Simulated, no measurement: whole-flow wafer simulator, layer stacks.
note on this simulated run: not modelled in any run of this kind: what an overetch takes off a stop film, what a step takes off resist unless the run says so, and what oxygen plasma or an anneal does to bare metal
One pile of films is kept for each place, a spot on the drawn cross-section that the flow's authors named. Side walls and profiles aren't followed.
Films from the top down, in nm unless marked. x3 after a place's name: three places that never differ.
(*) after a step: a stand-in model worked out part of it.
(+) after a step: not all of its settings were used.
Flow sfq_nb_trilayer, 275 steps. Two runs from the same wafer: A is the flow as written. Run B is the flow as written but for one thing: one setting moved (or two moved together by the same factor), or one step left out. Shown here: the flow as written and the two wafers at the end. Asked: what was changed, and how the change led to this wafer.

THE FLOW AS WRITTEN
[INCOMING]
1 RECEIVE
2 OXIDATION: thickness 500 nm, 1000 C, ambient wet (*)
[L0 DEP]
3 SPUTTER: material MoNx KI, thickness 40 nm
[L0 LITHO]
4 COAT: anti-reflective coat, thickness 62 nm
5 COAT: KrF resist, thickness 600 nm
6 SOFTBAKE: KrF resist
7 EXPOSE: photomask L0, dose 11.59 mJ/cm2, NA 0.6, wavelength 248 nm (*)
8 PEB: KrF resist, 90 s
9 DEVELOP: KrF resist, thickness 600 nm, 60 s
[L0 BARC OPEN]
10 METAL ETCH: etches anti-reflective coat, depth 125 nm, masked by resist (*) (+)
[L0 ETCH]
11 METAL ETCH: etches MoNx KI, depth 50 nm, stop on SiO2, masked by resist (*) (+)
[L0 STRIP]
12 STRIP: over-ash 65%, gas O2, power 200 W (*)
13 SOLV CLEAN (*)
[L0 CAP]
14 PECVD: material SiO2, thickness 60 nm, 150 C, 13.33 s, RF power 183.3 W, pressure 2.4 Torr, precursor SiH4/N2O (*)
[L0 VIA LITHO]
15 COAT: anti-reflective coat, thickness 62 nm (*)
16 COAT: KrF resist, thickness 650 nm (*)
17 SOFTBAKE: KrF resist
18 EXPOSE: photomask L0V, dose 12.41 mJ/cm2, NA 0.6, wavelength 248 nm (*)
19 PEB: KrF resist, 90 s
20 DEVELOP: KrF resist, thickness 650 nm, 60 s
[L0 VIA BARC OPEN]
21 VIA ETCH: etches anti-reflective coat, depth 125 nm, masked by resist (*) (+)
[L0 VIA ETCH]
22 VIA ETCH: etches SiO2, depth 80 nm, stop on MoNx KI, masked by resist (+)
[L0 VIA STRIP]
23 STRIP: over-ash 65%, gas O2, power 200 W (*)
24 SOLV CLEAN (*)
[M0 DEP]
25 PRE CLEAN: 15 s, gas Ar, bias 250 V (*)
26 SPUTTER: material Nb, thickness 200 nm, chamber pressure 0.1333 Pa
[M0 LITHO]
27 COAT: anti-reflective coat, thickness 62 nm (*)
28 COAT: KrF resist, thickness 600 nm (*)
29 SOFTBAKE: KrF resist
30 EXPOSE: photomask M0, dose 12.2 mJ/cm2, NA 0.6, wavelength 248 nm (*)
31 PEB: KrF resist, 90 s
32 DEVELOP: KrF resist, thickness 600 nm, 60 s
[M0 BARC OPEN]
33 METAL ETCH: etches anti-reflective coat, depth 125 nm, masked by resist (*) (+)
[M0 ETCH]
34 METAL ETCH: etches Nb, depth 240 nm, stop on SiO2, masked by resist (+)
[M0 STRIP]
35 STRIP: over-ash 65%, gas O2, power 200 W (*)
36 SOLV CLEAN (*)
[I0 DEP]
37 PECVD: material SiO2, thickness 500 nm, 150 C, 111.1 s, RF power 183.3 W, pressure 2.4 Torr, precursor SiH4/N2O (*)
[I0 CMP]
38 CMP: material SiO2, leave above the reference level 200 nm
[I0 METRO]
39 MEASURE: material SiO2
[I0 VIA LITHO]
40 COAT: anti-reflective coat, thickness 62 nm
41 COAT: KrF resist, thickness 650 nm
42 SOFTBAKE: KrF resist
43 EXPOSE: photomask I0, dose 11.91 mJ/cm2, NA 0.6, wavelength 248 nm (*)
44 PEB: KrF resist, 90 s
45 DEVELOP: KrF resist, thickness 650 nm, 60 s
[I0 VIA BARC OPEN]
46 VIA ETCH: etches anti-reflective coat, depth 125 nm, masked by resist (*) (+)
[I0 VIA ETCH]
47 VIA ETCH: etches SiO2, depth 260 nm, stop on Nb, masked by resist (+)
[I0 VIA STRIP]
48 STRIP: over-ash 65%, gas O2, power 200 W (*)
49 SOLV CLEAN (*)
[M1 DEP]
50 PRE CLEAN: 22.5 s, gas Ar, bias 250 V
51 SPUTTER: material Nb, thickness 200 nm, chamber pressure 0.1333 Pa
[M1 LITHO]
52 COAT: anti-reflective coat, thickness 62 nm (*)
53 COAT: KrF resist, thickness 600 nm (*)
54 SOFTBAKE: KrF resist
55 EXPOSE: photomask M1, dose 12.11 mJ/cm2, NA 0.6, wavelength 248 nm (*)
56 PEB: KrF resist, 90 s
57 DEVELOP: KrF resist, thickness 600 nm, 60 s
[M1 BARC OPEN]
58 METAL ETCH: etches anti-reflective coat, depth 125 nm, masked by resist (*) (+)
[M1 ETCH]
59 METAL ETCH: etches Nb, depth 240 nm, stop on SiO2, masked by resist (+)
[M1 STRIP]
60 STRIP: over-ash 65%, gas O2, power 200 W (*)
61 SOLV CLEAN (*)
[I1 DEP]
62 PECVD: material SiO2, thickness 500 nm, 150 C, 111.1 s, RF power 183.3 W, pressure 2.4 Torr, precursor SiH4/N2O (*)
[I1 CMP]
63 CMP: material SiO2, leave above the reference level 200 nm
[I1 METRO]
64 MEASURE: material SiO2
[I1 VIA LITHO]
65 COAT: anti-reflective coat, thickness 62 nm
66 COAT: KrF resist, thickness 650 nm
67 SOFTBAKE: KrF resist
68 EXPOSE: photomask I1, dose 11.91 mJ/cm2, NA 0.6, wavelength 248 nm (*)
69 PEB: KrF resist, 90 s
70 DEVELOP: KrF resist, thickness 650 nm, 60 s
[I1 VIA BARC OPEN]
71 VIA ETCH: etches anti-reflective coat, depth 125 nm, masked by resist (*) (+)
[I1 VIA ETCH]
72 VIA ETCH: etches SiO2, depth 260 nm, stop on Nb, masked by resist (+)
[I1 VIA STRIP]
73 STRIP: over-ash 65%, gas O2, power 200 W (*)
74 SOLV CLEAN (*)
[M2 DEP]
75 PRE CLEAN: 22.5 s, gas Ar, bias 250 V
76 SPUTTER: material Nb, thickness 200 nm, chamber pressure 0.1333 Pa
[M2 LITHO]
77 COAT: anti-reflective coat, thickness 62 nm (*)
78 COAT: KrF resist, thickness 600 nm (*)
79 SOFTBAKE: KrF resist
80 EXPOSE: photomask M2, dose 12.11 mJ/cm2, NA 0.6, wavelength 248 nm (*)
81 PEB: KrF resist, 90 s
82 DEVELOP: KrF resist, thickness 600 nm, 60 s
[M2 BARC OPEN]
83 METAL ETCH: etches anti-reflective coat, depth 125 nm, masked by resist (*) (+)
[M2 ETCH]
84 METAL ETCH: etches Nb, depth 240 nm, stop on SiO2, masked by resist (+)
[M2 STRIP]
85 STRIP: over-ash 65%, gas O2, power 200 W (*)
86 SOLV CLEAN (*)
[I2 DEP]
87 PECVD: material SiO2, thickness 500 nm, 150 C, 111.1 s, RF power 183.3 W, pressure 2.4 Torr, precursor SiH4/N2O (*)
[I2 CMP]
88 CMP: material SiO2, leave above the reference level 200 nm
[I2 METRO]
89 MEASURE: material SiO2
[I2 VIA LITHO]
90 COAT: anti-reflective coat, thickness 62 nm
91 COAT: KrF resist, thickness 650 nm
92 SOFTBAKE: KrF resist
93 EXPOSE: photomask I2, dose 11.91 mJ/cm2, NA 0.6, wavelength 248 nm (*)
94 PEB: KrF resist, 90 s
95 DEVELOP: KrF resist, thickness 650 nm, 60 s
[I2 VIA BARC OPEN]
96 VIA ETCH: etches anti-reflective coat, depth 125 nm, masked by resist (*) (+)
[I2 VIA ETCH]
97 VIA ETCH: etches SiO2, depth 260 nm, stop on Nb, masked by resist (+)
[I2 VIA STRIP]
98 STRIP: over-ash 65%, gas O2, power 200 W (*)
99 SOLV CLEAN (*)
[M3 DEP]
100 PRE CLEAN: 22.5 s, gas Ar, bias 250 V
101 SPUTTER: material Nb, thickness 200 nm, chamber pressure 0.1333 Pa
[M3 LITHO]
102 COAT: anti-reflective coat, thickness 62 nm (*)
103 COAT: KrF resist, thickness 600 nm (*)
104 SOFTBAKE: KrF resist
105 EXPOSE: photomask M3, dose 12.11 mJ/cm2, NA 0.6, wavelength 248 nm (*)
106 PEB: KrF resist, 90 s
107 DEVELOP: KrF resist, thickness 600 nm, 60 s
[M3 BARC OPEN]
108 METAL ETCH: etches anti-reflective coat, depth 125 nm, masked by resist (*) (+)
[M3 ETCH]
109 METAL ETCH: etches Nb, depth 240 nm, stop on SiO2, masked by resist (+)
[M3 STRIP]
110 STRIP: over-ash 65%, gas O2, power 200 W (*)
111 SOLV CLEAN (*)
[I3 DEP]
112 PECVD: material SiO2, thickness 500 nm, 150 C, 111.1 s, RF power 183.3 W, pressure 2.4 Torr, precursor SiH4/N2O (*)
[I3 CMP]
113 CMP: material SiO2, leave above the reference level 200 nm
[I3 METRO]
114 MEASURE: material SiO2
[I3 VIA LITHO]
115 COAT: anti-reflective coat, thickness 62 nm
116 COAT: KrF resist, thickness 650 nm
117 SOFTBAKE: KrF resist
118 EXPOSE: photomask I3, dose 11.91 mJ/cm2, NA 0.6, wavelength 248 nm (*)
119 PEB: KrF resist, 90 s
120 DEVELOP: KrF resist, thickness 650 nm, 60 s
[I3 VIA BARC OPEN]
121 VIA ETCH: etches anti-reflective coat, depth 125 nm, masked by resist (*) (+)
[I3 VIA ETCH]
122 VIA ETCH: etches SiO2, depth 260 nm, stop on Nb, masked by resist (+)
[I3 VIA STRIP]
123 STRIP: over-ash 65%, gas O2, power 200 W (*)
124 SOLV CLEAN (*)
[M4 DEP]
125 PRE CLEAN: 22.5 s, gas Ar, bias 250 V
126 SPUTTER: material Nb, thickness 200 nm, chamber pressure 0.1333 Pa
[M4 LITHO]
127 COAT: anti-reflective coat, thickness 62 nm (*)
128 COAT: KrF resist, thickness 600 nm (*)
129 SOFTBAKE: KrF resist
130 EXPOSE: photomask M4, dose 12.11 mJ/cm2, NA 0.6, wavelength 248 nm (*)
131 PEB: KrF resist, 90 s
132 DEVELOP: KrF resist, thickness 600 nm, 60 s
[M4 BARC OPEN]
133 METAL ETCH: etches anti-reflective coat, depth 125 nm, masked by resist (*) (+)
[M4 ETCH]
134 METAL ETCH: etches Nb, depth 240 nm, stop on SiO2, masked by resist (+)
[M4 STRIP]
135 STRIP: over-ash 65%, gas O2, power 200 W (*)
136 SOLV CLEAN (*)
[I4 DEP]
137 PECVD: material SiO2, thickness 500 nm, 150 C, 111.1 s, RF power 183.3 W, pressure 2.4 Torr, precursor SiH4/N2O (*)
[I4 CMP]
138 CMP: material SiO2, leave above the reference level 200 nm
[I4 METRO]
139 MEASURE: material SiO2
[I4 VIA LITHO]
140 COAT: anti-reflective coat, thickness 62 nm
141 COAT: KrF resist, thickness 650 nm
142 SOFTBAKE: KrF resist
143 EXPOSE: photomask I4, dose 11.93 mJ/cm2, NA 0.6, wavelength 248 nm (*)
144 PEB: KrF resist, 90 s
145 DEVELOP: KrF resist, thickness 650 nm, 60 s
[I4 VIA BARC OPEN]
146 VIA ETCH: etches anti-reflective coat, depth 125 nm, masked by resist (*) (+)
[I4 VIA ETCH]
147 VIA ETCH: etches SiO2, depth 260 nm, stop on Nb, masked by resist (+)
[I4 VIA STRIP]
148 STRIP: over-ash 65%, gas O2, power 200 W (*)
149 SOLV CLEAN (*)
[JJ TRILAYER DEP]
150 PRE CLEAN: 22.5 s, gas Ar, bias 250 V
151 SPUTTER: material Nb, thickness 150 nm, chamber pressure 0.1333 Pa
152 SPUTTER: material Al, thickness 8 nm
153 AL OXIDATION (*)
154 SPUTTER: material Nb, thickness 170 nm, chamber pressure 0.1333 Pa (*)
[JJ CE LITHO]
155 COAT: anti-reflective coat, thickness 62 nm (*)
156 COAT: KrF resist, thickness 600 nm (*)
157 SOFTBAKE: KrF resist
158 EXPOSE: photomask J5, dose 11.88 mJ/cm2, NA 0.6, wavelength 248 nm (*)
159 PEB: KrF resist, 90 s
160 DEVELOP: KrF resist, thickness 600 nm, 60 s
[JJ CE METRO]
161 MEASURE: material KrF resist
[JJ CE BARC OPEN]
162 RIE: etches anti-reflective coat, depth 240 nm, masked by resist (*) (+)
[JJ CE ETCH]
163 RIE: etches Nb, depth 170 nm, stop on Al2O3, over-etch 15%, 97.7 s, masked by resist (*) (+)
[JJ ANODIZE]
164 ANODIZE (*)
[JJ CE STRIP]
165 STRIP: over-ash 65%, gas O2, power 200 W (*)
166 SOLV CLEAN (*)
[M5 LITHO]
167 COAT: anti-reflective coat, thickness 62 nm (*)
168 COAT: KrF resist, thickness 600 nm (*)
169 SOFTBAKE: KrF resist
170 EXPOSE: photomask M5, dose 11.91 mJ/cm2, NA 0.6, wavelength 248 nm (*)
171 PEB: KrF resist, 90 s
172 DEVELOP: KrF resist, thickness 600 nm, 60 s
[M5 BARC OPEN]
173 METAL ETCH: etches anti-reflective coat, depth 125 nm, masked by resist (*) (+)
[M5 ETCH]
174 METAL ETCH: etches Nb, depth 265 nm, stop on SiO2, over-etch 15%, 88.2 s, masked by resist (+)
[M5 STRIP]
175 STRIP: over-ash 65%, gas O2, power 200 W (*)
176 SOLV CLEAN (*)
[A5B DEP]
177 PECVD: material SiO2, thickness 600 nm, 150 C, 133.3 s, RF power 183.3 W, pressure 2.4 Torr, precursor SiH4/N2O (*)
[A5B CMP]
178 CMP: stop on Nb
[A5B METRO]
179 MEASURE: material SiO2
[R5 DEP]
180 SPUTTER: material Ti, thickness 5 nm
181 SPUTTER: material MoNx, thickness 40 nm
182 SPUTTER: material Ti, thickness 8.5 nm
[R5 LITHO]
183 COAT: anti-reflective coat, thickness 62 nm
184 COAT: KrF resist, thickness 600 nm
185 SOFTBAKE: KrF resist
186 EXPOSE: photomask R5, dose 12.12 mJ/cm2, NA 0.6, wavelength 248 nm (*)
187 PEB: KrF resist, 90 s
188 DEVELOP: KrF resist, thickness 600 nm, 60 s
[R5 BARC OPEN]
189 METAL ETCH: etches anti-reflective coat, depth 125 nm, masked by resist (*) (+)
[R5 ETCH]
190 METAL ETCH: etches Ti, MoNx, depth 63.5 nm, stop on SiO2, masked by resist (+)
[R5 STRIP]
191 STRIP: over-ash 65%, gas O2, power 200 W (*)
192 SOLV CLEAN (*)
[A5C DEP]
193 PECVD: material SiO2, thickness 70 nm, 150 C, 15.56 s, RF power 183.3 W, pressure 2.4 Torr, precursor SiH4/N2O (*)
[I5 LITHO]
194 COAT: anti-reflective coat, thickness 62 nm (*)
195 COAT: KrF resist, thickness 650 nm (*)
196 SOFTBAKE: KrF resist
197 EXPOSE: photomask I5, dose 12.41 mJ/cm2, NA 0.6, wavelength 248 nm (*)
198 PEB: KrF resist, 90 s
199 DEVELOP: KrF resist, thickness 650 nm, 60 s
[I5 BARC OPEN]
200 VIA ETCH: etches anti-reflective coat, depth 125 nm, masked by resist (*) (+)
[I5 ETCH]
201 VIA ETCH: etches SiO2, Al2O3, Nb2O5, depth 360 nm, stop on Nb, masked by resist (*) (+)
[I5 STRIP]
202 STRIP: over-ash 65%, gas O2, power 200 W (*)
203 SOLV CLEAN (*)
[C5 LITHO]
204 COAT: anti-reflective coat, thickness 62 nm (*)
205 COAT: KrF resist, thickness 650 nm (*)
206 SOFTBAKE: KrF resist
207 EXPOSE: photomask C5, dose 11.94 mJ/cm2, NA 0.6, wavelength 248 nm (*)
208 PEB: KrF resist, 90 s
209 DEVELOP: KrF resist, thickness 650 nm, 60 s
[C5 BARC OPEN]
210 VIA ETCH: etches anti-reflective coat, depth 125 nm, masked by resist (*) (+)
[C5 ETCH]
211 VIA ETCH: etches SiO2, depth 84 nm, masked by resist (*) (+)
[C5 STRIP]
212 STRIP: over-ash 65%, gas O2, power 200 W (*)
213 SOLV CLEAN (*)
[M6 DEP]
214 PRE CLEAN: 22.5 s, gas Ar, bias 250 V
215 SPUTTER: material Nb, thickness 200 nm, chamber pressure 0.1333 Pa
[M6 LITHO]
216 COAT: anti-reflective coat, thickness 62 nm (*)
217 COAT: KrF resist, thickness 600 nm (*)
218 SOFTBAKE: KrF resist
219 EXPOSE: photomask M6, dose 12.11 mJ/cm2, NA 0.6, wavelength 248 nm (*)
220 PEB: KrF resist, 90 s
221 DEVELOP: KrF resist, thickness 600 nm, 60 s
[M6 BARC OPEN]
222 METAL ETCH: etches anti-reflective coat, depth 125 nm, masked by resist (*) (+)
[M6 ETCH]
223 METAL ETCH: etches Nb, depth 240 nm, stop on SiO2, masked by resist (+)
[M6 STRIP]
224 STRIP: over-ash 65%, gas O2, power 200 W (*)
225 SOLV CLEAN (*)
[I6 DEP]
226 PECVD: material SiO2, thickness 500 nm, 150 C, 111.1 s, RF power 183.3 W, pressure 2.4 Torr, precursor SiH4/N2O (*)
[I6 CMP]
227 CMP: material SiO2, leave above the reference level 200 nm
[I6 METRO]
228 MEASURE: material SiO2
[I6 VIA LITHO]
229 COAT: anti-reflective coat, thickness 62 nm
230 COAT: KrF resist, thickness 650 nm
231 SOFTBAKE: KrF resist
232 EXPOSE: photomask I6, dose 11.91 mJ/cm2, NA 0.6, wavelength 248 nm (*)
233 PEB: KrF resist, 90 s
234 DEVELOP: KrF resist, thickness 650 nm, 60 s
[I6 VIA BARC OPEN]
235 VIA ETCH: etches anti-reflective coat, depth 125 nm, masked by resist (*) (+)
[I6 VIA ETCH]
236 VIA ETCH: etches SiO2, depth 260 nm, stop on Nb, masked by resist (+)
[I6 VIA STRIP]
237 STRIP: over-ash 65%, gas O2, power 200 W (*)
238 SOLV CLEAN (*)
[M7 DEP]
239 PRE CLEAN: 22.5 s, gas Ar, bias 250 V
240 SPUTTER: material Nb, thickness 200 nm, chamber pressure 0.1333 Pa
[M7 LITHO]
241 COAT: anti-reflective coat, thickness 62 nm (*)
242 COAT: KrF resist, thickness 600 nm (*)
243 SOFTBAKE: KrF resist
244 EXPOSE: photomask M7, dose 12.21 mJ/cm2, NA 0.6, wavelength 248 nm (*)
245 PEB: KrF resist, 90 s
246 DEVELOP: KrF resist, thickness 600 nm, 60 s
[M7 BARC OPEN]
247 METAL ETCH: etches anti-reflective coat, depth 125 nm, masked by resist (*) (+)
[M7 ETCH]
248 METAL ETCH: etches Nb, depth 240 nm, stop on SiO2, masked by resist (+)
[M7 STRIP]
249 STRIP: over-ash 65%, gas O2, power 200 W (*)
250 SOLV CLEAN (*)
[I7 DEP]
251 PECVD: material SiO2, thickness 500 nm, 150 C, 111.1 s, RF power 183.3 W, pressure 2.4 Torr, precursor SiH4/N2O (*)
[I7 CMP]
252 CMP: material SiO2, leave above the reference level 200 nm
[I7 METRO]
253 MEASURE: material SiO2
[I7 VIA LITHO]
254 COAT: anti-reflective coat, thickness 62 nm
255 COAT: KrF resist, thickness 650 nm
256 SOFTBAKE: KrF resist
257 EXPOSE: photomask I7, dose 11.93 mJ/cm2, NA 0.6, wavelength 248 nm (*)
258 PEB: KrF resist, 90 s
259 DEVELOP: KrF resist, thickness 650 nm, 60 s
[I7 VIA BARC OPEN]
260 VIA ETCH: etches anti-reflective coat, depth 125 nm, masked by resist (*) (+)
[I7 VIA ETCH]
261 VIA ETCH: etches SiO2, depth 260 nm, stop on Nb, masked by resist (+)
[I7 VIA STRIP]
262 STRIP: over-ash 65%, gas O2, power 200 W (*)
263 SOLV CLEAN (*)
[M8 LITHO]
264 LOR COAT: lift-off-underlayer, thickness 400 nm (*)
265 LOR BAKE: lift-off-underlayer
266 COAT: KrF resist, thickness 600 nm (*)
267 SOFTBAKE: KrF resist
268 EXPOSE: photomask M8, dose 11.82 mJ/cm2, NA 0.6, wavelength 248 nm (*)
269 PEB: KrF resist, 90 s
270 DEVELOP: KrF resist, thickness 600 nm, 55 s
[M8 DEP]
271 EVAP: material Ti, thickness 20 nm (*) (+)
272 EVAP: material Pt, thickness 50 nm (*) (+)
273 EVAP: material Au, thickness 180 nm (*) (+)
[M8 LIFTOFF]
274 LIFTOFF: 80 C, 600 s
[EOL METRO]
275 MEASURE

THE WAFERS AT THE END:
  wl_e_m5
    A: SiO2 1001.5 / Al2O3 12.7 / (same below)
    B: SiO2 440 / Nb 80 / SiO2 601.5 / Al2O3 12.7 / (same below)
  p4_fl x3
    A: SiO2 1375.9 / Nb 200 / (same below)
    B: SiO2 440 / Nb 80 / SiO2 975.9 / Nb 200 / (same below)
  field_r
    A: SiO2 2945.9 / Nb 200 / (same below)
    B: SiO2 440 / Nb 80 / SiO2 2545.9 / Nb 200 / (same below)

The cause: step 240, SPUTTER: thickness 320 nm was run, where the flow has thickness 200 nm.

How the change led to this, step by step:
  240 SPUTTER: material Nb, thickness 200 nm, chamber pressure 0.1333 Pa
      field_l, v_sur, via_wl and 102 more: A Nb +200 (new film) | B Nb +320 (new film)
      via_v: A Nb +161.1 | B Nb +258.6
  241 COAT: anti-reflective coat, thickness 62 nm (*)
      via_v: A anti-reflective coat +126 (new film) | B anti-reflective coat +130.4 (new film)
  248 METAL ETCH: etches Nb, depth 240 nm, stop on SiO2, masked by resist (+)
      field_l, field_r, lsp_l and 62 more: A Nb -200 (all of it) | B Nb -240
  249 STRIP: over-ash 65%, gas O2, power 200 W (*)
      via_v: A KrF resist -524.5 (all of it), anti-reflective coat -126 (all of it) | B KrF resist -539.6 (all of it), anti-reflective coat -130.4 (all of it)
  251 PECVD: material SiO2, thickness 500 nm, 150 C, 111.1 s, RF power 183.3 W, pressure 2.4 Torr, precursor SiH4/N2O (*)
      field_l, p4_fl x3, p4_w1 x9 and 46 more: A SiO2 +500 | B SiO2 +500 (new film)
      field_r, lsp_l: A SiO2 +477.7 | B SiO2 +473.2 (new film)
      (and at 4 more places)
  252 CMP: material SiO2, leave above the reference level 200 nm
      field_l, p4_fl x3, p4_w1 x9 and 46 more: A SiO2 -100 | B SiO2 -60
      field_r, lsp_l: A SiO2 -77.7 | B SiO2 -33.2
      (and at 3 more places)
Counting metal films that touch as one body, wl_e_m5 has 7 bodies (between them, from the top down: SiO2 601.5 / Al2O3 12.7 / Nb2O5 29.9; SiO2 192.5; SiO2 192.5; SiO2 192.5; SiO2 192.5; SiO2 192.5); the flow as written gives 6 bodies (between them, from the top down: SiO2 192.5; SiO2 192.5; SiO2 192.5; SiO2 192.5; SiO2 192.5).
Counting metal films that touch as one body, p4_fl x3 has 3 bodies (between them, from the top down: SiO2 975.9; SiO2 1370); the flow as written gives 2 bodies (between them, from the top down: SiO2 1370).
Counting metal films that touch as one body, field_r has 2 bodies (between them, from the top down: SiO2 2545.9); the flow as written gives 1 body.
